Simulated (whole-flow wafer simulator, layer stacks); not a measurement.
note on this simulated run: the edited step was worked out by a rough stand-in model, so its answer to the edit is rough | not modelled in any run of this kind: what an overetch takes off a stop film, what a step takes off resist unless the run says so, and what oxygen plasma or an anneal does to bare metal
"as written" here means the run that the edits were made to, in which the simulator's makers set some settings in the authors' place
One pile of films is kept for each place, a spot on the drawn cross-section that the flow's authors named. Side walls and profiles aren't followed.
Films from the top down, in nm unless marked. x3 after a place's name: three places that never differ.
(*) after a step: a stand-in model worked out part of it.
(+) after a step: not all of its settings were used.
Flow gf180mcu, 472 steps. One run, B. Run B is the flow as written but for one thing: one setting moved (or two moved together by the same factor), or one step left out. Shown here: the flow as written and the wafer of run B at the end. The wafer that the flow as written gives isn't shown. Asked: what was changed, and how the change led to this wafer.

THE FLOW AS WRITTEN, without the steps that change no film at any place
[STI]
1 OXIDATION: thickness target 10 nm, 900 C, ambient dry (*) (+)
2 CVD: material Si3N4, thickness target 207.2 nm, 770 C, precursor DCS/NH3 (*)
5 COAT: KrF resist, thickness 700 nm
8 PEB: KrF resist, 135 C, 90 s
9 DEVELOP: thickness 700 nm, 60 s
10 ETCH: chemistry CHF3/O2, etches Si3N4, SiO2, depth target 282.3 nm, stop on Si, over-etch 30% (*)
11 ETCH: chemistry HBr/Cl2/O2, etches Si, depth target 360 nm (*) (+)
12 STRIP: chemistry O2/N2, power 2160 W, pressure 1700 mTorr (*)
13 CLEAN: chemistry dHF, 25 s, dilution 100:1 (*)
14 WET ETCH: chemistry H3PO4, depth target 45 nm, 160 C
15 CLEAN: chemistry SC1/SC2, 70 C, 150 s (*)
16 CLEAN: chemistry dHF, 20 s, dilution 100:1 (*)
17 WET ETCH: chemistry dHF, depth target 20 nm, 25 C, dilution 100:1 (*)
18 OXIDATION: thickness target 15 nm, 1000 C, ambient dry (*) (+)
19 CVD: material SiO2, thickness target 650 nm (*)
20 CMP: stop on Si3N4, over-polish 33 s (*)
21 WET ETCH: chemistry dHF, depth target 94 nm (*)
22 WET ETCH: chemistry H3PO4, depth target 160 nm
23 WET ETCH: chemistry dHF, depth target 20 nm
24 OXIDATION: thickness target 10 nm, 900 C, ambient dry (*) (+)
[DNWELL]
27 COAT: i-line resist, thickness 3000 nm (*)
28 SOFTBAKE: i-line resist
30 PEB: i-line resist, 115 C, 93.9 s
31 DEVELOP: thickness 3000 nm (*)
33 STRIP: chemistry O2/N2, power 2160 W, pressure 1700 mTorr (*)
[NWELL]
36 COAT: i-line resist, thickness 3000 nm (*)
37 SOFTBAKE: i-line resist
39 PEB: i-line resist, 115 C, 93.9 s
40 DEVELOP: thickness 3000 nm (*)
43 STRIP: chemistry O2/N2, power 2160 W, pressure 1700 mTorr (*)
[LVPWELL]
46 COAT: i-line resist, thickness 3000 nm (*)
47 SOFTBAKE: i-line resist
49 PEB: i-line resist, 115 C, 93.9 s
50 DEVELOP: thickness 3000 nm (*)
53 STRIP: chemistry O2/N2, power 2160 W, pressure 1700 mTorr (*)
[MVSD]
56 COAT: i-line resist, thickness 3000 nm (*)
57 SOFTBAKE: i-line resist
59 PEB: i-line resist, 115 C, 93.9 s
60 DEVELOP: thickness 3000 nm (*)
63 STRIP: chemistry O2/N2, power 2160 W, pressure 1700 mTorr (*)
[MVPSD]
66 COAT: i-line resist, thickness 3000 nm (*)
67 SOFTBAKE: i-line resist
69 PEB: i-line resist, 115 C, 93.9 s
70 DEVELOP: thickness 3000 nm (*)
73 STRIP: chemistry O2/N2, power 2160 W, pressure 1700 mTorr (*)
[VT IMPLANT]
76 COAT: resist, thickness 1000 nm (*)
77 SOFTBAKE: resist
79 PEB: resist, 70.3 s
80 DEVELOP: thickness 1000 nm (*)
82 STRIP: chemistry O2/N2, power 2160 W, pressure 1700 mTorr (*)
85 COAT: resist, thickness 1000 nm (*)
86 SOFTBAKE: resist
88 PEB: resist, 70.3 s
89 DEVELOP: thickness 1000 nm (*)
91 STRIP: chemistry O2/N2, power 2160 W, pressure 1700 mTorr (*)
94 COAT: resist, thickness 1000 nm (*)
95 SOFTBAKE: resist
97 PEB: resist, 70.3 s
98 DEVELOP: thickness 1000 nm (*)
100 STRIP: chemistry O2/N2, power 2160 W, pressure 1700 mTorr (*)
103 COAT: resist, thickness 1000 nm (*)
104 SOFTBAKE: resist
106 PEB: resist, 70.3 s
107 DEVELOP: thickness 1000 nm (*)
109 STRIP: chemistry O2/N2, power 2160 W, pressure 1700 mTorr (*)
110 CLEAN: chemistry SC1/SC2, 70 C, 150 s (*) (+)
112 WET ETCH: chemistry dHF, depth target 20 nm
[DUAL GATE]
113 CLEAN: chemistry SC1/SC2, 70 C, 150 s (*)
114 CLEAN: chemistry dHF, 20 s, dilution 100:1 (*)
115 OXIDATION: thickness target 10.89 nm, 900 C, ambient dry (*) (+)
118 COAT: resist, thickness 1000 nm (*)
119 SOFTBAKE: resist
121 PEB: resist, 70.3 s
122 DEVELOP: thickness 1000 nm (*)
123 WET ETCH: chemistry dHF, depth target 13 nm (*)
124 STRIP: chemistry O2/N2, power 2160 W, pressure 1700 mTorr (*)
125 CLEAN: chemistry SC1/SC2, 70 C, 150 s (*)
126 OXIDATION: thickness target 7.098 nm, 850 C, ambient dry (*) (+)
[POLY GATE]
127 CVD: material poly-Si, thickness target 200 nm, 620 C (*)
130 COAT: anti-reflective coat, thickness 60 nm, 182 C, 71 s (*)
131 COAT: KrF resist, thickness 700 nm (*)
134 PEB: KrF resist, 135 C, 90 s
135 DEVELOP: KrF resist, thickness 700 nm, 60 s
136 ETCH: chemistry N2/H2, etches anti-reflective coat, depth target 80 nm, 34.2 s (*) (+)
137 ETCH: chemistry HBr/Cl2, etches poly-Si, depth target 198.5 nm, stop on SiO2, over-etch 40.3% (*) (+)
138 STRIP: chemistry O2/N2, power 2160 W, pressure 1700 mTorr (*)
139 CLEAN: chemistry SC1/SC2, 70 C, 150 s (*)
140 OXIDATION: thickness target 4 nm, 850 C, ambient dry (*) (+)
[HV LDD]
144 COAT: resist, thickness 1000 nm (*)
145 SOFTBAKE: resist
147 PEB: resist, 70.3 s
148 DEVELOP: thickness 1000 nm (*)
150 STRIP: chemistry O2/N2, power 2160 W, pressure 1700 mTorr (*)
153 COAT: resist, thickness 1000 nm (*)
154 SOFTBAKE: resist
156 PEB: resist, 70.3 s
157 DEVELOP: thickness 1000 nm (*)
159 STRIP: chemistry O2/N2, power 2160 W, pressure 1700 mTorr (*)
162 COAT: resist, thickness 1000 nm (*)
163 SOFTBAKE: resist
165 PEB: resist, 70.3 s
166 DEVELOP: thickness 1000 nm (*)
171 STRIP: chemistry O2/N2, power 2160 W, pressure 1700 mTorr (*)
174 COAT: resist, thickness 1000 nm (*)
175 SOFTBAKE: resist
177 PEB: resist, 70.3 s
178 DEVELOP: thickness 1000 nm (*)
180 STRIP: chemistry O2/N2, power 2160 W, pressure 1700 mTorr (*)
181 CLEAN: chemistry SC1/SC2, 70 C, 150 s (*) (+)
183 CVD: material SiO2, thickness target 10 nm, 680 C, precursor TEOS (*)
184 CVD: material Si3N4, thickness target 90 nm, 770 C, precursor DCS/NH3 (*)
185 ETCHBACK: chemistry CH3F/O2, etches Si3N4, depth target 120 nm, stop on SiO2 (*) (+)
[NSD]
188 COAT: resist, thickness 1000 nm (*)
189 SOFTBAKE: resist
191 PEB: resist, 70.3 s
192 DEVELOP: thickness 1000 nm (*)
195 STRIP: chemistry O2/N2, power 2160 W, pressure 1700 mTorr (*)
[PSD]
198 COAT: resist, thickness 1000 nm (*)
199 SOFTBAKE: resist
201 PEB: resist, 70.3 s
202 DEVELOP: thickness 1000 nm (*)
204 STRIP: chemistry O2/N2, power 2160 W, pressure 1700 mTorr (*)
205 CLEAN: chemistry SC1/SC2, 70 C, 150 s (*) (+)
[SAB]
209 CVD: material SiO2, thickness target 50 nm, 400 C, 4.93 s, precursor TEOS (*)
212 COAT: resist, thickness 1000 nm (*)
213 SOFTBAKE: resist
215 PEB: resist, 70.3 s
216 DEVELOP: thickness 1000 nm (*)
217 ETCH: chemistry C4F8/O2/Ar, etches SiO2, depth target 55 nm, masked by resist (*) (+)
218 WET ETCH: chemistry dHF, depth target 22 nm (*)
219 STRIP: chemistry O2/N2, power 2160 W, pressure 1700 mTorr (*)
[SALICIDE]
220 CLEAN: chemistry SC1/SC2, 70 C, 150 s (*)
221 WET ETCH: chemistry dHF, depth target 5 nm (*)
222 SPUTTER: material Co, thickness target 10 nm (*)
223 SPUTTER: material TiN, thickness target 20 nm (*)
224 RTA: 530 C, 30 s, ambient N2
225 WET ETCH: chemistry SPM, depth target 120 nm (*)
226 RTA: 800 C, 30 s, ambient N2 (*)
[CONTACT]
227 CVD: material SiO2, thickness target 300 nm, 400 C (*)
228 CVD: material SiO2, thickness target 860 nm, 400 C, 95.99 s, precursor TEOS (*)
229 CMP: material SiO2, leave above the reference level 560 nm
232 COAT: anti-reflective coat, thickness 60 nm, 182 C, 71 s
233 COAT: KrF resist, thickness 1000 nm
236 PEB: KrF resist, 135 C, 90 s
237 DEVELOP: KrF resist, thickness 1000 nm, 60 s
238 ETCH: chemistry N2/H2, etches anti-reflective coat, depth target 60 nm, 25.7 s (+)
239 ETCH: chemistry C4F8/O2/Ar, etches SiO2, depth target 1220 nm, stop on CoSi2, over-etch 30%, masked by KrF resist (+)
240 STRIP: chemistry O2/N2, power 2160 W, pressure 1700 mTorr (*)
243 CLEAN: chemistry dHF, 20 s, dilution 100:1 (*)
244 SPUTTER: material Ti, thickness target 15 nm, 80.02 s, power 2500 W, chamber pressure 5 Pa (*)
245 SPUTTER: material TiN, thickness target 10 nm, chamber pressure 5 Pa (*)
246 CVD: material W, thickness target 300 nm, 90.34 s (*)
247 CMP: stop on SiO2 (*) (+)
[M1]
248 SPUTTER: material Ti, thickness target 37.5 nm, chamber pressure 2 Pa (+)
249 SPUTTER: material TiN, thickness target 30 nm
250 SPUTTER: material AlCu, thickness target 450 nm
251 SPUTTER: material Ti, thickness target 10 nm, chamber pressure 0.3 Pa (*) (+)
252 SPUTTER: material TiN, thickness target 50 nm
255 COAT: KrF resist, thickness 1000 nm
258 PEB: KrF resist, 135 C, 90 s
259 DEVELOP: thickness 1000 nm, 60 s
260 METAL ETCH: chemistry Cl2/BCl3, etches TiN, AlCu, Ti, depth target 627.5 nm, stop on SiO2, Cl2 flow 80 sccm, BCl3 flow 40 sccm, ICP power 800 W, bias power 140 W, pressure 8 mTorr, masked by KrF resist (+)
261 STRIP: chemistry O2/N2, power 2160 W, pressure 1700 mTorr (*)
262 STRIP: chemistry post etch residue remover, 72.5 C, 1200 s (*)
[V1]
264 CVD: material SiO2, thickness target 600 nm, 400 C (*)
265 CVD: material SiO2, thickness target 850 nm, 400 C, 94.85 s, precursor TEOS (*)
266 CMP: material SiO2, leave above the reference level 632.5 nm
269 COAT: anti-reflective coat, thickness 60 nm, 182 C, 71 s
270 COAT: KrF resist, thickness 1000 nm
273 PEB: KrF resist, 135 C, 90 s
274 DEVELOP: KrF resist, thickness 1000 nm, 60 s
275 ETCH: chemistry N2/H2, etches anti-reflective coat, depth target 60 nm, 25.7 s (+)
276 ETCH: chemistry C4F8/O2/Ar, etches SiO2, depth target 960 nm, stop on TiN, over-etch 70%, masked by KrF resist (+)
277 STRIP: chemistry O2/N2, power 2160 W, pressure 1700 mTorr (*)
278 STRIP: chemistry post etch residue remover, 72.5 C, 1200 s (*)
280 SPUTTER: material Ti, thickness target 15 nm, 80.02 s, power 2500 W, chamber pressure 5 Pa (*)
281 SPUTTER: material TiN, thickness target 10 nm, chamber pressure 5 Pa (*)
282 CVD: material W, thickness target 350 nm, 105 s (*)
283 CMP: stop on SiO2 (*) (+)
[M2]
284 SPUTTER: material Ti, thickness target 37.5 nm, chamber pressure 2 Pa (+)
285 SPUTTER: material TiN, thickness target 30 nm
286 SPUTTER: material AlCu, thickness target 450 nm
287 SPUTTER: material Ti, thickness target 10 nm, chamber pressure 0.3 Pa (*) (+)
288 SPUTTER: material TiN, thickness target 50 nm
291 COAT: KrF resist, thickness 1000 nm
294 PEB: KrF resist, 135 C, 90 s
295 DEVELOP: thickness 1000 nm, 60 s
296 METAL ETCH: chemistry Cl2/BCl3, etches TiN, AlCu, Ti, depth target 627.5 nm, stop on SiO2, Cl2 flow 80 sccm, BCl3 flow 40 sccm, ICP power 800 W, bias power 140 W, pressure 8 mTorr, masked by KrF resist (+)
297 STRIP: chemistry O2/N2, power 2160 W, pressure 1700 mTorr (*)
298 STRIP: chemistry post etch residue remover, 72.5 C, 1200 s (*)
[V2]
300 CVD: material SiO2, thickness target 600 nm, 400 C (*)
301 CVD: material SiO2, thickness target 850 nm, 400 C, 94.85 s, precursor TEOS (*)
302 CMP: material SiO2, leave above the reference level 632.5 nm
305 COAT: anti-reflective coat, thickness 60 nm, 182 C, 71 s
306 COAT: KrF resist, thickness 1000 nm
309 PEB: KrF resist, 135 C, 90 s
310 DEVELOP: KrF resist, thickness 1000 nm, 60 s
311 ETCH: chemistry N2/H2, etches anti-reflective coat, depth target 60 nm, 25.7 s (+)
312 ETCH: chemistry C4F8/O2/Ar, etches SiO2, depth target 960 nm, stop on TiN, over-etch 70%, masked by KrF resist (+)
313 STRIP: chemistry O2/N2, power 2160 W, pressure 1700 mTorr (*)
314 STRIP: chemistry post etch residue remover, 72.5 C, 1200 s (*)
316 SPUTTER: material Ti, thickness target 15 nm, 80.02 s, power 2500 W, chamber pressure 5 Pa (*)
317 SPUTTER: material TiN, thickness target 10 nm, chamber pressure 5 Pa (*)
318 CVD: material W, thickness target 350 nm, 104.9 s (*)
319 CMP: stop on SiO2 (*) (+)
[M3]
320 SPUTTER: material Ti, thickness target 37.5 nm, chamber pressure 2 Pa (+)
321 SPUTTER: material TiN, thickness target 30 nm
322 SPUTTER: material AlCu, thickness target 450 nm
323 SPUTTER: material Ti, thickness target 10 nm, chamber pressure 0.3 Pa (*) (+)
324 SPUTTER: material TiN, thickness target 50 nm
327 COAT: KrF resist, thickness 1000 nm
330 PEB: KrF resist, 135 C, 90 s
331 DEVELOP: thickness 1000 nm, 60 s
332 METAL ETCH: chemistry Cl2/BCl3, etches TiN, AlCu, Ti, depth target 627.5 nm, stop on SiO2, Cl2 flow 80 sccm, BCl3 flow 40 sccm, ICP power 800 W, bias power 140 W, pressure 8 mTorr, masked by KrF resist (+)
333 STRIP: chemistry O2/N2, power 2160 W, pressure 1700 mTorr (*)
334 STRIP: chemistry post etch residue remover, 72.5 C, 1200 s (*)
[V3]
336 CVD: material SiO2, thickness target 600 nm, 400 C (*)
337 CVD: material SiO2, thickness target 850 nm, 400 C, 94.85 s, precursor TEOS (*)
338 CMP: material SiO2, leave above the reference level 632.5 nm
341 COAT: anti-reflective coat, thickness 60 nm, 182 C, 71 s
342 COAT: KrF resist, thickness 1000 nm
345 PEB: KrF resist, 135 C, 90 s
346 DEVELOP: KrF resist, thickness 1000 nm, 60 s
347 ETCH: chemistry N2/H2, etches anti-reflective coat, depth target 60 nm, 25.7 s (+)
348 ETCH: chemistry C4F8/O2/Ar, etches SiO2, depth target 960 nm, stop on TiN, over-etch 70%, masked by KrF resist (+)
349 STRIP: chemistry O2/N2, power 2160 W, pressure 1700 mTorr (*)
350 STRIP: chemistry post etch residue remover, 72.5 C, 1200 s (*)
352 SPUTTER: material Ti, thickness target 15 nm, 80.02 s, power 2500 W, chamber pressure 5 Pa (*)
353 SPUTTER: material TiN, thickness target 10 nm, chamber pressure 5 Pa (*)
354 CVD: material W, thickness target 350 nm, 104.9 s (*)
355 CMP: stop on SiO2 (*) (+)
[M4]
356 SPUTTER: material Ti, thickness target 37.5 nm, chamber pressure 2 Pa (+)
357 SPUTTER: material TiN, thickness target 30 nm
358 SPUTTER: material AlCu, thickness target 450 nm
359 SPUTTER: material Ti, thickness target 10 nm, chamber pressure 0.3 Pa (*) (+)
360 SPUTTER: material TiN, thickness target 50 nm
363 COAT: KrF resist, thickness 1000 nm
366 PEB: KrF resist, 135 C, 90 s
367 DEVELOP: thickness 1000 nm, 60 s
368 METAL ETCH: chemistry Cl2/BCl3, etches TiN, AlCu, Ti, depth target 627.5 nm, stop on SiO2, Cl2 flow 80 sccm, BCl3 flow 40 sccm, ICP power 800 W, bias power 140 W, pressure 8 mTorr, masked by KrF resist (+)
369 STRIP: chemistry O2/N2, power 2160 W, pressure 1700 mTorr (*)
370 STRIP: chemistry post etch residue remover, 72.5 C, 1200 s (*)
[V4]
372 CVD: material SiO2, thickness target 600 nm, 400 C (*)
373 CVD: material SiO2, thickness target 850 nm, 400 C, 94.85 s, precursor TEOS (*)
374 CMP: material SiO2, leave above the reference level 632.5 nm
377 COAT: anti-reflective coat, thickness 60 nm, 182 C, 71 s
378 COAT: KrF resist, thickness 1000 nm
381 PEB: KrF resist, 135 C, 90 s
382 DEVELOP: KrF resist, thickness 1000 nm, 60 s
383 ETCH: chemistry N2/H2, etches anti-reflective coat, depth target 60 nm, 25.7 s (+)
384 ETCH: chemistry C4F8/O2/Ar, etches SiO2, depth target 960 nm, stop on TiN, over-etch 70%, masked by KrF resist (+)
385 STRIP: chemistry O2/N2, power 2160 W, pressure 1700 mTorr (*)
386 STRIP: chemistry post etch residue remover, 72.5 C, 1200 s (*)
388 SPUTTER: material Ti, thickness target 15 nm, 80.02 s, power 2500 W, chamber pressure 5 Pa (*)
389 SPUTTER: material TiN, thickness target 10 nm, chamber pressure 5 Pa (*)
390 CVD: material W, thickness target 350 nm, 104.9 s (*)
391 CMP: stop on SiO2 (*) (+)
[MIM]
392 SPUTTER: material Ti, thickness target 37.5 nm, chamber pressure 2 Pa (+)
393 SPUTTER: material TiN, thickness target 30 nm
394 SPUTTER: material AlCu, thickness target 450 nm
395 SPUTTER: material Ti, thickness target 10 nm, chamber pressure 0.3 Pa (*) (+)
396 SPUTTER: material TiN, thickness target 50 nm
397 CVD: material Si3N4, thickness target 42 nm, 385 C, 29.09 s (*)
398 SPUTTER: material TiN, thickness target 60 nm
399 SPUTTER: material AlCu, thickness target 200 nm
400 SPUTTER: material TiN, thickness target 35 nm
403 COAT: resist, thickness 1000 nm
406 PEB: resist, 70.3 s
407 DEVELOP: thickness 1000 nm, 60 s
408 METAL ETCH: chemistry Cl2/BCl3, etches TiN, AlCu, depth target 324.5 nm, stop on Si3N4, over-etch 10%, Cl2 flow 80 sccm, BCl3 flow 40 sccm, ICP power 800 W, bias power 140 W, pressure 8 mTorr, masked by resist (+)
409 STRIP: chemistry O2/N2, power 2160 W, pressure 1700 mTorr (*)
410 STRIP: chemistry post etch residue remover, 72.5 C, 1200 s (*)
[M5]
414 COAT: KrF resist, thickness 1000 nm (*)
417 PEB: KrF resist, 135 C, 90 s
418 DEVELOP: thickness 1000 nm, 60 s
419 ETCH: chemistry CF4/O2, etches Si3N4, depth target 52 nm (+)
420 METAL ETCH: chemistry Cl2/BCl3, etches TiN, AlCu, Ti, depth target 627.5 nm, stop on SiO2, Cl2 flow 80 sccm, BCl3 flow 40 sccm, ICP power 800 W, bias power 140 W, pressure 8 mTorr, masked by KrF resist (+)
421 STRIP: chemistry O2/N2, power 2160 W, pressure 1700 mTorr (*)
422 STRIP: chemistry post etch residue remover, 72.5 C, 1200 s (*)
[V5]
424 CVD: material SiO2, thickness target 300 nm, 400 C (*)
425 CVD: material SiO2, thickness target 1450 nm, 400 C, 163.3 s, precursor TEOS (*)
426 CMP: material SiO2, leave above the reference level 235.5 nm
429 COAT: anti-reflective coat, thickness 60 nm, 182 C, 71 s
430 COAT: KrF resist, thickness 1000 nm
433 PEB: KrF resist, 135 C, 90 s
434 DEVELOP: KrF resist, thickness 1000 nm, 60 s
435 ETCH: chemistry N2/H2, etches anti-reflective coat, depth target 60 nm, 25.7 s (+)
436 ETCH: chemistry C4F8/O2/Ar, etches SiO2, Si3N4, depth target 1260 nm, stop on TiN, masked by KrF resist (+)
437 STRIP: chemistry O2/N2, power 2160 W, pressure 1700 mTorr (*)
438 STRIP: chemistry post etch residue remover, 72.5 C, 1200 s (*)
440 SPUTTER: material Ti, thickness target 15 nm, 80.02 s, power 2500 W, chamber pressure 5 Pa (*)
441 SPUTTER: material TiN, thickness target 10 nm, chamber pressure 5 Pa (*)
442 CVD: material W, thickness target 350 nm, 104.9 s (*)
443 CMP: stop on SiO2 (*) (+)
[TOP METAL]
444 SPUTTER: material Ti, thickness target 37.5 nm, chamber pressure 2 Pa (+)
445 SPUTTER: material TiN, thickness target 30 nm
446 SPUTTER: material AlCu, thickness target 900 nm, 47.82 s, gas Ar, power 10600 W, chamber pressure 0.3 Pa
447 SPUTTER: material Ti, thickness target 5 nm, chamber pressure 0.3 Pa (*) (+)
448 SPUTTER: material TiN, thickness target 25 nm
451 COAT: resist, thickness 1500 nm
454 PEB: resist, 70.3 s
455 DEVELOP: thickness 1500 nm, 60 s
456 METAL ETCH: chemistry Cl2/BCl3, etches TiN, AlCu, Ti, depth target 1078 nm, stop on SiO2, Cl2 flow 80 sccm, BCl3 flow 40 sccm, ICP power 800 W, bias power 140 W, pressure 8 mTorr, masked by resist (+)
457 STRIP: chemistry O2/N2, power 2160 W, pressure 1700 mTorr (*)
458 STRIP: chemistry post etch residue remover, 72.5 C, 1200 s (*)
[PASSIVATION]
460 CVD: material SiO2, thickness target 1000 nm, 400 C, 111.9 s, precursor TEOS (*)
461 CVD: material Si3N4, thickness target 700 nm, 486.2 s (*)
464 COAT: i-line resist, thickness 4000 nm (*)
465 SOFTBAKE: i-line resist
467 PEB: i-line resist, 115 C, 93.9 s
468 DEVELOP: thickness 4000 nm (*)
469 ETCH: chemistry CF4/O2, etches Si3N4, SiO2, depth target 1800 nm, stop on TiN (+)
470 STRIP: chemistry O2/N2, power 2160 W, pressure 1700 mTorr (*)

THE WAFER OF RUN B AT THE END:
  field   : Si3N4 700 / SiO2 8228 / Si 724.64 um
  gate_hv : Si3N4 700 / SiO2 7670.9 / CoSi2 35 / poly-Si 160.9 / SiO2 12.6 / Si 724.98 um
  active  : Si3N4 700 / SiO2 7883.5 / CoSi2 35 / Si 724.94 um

The cause: step 115, OXIDATION: thickness target 8.981 nm was run, where the flow has thickness target 10.89 nm.

How the change led to this, step by step:
  115 OXIDATION: thickness target 10.89 nm, 900 C, ambient dry (*) (+)
      active, n_well, p_well and 40 more: SiO2 +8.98 (new film), Si -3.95 (as written it would be: SiO2 +10.9 (new film), Si -4.79)
  123 WET ETCH: chemistry dHF, depth target 13 nm (*)
      active, n_well, p_well and 12 more: SiO2 -8.98 (all of it) (as written it would be: SiO2 -10.9 (all of it))
  189 SOFTBAKE: resist
      active_hv: resist -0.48 (as written it would be: resist +2.68)
      nw_enc_fld_lv__w3: resist -1.63 (as written it would be: resist +2.11)
      (and at 1 more place)
  199 SOFTBAKE: resist
      active_hv: resist -0.48 (as written it would be: resist +2.68)
      nw_enc_fld_lv__w3: resist -1.63 (as written it would be: resist +2.11)
      (and at 1 more place)
  218 WET ETCH: chemistry dHF, depth target 22 nm (*)
      ldn_tap, ldn_src, ldn_drn, ldp_tap, ldp_src, ldp_drn, ldp_gr: SiO2 -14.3 (all of it) (as written it would be: SiO2 -16 (all of it))
      ld_drn_n, ld_sd_p: SiO2 -13.1 (all of it) (as written it would be: SiO2 -14.8 (all of it))
      (and at 5 more places)
  223 SPUTTER: material TiN, thickness target 20 nm (*)
      field__w12: TiN +12.6 (new film) (as written it would be: TiN +12 (new film))
  225 WET ETCH: chemistry SPM, depth target 120 nm (*)
      field__w12: TiN -12.6 (all of it), Co -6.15 (all of it) (as written it would be: TiN -12 (all of it), Co -6.15 (all of it))
